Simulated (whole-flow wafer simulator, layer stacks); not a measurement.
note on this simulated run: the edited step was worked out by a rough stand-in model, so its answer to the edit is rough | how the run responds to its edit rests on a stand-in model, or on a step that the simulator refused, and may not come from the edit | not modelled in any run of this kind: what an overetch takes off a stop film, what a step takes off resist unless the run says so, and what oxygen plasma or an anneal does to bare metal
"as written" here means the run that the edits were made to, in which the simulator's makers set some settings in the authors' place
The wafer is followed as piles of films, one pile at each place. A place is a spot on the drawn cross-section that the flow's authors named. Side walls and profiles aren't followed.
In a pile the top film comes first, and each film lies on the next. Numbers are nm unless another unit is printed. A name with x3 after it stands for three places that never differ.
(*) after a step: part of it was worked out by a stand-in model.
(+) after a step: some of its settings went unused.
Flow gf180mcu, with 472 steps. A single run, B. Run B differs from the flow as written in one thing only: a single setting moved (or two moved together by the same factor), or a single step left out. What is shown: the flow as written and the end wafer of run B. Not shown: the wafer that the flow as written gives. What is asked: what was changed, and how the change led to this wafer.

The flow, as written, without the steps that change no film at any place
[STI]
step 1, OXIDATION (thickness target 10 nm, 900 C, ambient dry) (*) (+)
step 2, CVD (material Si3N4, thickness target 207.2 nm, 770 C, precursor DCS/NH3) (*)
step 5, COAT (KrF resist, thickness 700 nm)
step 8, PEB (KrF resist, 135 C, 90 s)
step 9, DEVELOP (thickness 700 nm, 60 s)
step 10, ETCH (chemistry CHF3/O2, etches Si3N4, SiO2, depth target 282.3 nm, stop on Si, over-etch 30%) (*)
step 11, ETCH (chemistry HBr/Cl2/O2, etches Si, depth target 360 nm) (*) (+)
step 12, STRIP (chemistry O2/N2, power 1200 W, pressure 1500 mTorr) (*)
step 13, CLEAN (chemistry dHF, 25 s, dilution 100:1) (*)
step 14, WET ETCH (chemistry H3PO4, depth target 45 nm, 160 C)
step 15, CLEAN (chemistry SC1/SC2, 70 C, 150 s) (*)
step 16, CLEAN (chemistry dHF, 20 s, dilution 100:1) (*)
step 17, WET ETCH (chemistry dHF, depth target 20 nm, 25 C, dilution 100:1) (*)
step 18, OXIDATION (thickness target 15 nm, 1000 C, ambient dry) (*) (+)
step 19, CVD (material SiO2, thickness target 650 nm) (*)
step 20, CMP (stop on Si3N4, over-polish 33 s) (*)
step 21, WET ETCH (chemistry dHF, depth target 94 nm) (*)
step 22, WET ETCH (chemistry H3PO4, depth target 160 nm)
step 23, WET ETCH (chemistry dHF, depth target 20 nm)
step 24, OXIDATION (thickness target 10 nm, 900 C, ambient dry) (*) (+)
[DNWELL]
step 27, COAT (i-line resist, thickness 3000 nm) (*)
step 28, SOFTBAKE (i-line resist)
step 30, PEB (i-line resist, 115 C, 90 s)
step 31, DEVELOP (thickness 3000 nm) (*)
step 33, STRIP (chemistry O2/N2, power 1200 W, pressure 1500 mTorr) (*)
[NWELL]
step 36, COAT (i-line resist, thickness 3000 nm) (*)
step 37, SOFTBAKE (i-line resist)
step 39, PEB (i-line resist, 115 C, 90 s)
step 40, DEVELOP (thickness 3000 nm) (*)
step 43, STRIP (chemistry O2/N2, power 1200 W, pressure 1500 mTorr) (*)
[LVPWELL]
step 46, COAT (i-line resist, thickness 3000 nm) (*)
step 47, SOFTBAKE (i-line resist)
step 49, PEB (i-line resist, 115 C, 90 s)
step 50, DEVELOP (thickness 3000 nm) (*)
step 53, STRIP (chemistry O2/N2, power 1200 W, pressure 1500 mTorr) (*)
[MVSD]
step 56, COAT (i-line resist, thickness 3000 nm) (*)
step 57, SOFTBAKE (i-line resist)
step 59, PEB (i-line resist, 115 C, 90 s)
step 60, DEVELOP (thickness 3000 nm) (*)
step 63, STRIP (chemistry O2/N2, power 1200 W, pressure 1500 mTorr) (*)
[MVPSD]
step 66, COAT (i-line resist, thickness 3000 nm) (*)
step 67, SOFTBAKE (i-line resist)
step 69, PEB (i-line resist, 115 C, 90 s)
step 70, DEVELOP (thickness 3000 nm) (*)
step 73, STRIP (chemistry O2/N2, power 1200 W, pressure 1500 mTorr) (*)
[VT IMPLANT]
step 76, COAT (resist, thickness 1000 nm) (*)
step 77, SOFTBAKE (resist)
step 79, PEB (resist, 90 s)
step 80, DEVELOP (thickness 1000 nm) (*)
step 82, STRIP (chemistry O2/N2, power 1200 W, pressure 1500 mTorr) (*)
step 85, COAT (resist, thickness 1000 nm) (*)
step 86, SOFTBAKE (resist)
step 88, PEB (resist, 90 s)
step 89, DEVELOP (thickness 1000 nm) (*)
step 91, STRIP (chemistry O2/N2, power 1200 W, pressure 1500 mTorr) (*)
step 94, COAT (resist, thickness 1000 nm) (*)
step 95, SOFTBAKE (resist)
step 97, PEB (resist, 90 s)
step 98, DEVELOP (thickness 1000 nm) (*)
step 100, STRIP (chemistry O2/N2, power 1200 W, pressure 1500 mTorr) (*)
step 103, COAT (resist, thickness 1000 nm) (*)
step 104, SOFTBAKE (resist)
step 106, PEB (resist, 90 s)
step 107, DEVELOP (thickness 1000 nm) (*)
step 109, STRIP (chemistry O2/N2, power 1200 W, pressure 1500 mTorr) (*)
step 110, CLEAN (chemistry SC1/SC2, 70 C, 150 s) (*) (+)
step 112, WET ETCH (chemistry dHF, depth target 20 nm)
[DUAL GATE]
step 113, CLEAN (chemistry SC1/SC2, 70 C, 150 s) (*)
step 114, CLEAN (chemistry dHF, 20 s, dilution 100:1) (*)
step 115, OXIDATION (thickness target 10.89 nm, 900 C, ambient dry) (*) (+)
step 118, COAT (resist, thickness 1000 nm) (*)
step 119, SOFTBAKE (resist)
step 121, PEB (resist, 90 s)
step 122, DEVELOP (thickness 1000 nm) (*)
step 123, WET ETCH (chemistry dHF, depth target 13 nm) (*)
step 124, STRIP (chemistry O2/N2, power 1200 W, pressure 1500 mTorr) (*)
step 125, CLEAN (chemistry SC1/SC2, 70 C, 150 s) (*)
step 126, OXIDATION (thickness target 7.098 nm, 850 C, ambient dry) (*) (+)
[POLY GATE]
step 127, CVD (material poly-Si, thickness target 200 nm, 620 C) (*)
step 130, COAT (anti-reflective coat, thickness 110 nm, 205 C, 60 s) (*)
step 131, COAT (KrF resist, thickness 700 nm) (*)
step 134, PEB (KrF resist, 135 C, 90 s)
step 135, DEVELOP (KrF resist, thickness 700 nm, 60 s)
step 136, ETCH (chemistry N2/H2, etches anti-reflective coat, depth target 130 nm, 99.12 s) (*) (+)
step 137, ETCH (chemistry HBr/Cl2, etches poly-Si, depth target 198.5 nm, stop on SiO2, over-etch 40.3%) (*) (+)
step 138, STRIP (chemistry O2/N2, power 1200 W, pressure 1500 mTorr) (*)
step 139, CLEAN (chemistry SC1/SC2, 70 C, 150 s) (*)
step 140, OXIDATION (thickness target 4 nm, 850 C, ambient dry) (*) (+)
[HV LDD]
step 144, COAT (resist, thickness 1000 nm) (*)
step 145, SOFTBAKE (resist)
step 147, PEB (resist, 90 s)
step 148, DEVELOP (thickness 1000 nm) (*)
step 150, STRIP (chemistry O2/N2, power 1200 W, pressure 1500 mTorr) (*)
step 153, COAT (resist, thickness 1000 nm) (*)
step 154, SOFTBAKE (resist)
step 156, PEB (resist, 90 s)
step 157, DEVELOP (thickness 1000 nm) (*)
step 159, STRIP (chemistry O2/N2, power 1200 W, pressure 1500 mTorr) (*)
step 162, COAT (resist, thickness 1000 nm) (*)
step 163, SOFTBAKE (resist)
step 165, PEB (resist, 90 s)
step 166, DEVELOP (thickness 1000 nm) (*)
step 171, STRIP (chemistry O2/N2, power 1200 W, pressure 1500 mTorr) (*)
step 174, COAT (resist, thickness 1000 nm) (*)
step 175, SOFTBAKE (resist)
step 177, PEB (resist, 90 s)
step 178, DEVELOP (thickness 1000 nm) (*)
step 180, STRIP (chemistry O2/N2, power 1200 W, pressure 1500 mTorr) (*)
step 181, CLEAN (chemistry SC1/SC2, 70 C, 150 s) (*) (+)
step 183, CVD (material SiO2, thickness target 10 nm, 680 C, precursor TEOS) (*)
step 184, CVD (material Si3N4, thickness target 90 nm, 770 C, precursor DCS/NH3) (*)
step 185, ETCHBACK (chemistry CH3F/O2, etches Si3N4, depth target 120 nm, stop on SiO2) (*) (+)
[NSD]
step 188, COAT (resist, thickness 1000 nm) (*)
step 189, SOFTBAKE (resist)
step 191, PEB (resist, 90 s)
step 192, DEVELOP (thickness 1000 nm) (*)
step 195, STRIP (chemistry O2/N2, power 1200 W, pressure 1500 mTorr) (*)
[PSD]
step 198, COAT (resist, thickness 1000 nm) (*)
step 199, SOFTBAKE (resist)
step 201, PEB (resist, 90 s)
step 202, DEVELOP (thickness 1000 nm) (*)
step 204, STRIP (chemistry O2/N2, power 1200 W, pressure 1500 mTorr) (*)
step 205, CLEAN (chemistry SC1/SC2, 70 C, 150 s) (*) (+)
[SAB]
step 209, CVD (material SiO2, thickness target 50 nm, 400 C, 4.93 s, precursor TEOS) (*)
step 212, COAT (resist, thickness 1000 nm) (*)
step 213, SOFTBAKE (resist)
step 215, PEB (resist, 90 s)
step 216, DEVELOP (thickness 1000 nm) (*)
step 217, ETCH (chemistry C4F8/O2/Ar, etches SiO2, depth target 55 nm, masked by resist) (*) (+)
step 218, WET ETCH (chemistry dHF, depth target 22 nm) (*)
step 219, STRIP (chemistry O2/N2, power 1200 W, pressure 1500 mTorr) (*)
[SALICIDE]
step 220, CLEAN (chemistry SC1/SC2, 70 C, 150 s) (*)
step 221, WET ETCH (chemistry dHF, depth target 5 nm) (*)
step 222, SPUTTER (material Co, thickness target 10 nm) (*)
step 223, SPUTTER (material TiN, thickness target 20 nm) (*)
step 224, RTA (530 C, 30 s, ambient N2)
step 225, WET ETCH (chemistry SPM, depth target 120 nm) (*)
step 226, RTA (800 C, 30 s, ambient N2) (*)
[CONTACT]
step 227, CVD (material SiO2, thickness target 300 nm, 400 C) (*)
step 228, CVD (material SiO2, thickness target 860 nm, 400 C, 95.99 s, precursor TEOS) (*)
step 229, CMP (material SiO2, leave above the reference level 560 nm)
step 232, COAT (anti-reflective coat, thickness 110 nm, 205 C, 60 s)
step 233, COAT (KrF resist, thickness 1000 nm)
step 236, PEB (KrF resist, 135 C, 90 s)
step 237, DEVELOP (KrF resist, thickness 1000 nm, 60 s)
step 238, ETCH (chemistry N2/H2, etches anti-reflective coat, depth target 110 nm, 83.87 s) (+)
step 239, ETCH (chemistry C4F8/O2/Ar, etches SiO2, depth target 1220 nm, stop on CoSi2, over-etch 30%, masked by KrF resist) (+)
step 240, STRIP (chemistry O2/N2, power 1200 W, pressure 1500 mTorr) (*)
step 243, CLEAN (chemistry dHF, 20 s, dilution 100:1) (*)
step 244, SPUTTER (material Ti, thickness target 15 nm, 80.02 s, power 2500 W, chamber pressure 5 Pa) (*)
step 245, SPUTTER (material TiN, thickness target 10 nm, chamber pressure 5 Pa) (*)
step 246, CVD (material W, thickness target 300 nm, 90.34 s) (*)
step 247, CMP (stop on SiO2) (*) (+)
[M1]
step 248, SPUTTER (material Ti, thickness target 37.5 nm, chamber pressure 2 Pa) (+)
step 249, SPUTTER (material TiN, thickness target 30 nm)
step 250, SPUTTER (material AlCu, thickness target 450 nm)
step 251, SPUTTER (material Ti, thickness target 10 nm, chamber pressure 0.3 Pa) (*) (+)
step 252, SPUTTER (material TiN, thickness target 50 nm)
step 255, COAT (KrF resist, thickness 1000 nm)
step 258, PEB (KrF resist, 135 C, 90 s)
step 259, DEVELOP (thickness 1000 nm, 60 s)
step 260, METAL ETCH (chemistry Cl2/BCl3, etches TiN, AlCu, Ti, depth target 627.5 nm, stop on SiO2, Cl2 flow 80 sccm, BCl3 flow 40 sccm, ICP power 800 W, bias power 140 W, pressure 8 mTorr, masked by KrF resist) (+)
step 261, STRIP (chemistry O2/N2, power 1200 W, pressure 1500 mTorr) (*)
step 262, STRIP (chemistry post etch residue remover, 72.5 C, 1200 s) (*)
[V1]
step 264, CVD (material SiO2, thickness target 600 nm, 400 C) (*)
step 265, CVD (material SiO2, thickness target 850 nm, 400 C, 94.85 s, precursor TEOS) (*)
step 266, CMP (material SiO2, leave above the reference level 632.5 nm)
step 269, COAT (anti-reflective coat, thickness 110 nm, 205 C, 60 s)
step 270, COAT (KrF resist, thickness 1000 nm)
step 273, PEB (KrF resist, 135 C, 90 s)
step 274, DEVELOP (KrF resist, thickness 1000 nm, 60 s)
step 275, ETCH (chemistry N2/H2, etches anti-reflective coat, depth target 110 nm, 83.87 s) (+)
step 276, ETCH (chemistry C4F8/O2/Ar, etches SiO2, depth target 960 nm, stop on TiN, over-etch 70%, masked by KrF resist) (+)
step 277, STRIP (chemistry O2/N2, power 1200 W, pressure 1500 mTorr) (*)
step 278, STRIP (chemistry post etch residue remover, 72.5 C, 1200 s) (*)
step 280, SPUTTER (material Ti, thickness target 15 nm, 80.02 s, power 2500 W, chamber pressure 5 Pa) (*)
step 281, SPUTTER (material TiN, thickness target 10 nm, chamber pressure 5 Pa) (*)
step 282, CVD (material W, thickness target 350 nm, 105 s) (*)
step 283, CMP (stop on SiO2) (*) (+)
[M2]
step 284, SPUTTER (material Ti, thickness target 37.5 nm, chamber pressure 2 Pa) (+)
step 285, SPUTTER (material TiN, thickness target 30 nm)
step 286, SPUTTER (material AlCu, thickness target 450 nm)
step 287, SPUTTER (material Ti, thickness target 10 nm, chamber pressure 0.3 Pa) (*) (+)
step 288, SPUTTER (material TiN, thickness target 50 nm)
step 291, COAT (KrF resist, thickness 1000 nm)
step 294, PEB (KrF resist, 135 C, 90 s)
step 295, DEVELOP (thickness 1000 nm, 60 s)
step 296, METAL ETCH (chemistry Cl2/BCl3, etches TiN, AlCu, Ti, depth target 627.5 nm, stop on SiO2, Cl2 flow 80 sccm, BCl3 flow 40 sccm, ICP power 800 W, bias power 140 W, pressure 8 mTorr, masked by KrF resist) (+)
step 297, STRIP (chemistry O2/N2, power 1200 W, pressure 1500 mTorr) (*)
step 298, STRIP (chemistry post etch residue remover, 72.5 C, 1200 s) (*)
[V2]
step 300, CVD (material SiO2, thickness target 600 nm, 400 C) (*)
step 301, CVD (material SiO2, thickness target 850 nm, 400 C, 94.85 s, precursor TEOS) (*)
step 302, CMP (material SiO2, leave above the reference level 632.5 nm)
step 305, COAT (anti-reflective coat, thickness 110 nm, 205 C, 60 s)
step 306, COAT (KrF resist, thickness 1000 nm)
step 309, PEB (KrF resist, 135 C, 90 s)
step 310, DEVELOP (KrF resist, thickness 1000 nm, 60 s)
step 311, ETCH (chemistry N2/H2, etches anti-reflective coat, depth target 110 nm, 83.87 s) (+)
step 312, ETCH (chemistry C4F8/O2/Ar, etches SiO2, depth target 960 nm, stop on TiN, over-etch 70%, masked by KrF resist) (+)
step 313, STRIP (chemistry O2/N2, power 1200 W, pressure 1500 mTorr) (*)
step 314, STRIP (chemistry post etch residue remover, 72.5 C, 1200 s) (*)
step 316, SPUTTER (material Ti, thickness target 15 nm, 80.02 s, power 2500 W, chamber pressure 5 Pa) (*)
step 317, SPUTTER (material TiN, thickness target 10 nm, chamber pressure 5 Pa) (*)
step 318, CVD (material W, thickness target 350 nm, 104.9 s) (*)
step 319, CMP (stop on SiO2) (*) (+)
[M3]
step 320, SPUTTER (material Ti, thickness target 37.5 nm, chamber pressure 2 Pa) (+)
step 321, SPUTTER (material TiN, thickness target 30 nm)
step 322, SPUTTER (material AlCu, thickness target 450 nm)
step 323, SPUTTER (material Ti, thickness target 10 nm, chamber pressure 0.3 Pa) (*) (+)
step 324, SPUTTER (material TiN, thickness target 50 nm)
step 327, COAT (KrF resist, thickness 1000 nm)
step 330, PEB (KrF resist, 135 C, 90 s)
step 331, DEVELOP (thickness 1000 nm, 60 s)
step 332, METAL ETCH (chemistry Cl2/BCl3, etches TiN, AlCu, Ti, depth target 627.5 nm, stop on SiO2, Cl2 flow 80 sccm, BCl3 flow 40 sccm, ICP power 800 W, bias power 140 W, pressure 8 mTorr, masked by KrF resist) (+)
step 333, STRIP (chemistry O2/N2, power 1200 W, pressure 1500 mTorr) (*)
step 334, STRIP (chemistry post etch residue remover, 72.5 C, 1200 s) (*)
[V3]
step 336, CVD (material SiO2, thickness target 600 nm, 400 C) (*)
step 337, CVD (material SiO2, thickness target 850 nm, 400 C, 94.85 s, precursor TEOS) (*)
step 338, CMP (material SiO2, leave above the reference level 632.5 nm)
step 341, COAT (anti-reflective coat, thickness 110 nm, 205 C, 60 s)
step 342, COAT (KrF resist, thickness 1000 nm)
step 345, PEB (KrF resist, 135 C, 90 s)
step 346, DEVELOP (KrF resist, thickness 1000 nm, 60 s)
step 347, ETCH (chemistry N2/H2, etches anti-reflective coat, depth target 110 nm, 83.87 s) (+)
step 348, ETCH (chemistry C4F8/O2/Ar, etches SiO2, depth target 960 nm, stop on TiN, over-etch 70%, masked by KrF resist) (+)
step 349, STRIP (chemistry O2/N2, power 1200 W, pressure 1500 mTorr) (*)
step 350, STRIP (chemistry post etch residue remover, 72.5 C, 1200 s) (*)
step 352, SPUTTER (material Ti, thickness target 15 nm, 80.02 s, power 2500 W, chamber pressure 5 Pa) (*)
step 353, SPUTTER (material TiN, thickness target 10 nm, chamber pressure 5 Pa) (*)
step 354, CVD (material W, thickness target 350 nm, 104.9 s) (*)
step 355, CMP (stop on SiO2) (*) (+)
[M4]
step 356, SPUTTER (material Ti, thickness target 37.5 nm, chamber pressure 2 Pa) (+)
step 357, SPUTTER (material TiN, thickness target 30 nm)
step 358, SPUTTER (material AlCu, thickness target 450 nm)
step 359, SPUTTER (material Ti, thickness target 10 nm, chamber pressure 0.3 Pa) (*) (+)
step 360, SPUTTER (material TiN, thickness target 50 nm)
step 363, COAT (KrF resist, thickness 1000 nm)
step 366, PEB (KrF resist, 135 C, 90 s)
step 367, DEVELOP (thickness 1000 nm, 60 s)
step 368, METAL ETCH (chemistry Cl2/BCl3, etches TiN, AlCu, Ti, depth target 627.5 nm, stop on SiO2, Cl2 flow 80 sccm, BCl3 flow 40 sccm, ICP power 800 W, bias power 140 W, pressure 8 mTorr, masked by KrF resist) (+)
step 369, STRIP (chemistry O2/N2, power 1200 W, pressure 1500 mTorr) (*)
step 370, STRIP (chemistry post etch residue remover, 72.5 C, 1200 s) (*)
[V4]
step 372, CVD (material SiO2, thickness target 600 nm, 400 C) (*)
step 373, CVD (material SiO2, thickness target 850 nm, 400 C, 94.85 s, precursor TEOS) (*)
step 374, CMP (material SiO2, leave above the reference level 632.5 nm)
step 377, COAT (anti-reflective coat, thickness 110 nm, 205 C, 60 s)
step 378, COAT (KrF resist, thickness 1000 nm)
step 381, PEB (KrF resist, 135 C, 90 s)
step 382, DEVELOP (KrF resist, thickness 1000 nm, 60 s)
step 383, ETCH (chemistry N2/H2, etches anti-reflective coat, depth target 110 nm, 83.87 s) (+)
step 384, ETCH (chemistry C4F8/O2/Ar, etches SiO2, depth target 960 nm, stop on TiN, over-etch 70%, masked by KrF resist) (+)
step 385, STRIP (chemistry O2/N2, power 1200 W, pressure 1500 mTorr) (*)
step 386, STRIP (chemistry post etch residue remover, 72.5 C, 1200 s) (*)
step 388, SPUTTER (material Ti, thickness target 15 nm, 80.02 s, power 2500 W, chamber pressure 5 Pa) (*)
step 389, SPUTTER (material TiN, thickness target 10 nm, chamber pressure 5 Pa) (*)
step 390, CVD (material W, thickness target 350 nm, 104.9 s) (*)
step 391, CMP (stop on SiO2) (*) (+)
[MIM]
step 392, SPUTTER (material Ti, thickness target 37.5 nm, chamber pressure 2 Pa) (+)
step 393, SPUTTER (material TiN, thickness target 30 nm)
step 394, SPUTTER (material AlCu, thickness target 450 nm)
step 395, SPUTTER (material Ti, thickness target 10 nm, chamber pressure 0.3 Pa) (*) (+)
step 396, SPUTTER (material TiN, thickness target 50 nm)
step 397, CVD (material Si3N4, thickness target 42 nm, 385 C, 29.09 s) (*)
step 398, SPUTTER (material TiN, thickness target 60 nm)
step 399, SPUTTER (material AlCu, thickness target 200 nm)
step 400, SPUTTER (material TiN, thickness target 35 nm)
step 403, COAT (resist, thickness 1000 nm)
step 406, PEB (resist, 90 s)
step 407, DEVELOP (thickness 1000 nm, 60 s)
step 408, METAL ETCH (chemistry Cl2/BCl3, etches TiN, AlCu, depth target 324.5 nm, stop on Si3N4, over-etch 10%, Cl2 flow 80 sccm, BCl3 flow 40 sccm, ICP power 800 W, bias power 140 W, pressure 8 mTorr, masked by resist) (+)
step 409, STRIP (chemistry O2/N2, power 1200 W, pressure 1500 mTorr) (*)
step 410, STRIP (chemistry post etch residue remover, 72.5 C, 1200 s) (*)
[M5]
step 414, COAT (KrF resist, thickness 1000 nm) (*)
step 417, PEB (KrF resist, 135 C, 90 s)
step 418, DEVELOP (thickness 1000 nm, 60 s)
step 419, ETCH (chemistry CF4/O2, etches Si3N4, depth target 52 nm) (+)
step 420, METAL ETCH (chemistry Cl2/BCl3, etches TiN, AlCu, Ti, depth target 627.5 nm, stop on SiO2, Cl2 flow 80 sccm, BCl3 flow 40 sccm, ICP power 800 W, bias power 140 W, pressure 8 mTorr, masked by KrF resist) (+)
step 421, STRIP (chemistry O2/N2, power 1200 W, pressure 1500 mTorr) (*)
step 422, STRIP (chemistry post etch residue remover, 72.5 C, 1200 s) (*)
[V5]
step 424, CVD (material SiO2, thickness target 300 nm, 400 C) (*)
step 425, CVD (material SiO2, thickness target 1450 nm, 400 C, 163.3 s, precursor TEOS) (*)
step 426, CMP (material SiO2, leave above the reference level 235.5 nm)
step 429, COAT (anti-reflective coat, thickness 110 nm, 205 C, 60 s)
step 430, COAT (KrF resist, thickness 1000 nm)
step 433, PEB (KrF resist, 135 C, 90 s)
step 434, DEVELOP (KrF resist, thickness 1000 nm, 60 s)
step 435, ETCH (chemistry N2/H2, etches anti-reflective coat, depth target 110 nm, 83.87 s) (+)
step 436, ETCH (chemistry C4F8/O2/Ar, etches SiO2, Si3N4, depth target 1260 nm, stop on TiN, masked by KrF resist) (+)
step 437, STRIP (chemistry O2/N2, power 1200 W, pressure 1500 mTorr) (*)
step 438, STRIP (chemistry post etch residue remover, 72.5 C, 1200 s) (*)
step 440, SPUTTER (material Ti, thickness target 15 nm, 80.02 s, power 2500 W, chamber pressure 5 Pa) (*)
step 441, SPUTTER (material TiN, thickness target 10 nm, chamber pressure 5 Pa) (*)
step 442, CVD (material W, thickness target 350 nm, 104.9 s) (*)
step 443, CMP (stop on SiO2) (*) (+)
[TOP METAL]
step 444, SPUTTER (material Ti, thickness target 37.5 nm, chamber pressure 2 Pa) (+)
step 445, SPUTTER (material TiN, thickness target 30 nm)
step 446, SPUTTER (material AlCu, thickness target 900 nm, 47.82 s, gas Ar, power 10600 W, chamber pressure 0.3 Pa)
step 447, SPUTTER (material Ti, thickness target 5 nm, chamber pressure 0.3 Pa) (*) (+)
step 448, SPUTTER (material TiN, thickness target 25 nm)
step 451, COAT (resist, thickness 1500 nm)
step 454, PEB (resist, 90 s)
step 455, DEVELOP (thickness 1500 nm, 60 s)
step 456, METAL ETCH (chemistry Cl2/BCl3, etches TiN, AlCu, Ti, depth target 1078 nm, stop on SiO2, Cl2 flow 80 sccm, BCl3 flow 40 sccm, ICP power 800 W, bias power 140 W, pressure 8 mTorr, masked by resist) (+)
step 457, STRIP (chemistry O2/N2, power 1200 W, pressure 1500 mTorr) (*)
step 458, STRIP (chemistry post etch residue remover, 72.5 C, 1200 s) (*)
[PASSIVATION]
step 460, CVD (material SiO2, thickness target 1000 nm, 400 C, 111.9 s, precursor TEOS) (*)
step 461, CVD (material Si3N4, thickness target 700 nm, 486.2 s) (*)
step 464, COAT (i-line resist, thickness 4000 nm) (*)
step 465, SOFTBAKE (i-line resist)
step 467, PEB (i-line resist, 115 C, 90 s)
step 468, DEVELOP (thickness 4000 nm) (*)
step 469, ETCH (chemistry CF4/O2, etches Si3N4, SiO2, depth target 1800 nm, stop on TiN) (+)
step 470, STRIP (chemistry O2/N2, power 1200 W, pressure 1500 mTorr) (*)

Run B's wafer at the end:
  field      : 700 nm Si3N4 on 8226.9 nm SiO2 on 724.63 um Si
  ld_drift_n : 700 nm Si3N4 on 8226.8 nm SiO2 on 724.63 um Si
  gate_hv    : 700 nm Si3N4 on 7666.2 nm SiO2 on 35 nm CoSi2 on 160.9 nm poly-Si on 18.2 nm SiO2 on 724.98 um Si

The reason: step 115, OXIDATION: thickness target 15.24 nm was run, though the flow has thickness target 10.89 nm.

Step by step, how the change led to this:
  step 115, OXIDATION (thickness target 10.89 nm, 900 C, ambient dry) (*) (+)
      active, n_well, p_well and 40 more: +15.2 SiO2 (new film), -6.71 Si (it would be, as written: +10.9 SiO2 (new film), -4.79 Si)
      sti, mim_1p0, pad and 19 more: +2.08 SiO2, -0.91 Si (it would be, as written: +1.22 SiO2, -0.54 Si)
      (as well as at 27 more places)
  step 123, WET ETCH (chemistry dHF, depth target 13 nm) (*)
      active, n_well, p_well and 12 more: -13 SiO2 (it would be, as written: -10.9 SiO2 (all of it))
  step 124, STRIP (chemistry O2/N2, power 1200 W, pressure 1500 mTorr) (*)
      active, n_well, p_well and 12 more: nothing (it would be, as written: +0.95 chemical SiO2 (new film), -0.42 Si)
  step 126, OXIDATION (thickness target 7.098 nm, 850 C, ambient dry) (*) (+)
      active, n_well, p_well and 12 more: +5.2 SiO2, -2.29 Si (it would be, as written: +7.1 SiO2 (new film), -0.76 chemical SiO2 (all of it), -2.79 Si)
  step 189, SOFTBAKE (resist)
      field__w9: -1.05 resist (it would be, as written: +1.85 resist)
      active_nat: +2.72 resist (it would be, as written: +1.71 resist)
  step 199, SOFTBAKE (resist)
      field__w9: -1.05 resist (it would be, as written: +1.85 resist)
      active_nat: +2.72 resist (it would be, as written: +1.71 resist)
  step 218, WET ETCH (chemistry dHF, depth target 22 nm) (*)
      ldn_tap, ldn_src, ldn_drn, ldp_tap, ldp_src, ldp_drn, ldp_gr: -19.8 SiO2 (all of it) (it would be, as written: -16 SiO2 (all of it))
      ld_drn_n, ld_sd_p: -18.7 SiO2 (all of it) (it would be, as written: -14.8 SiO2 (all of it))
      (as well as at 5 more places)
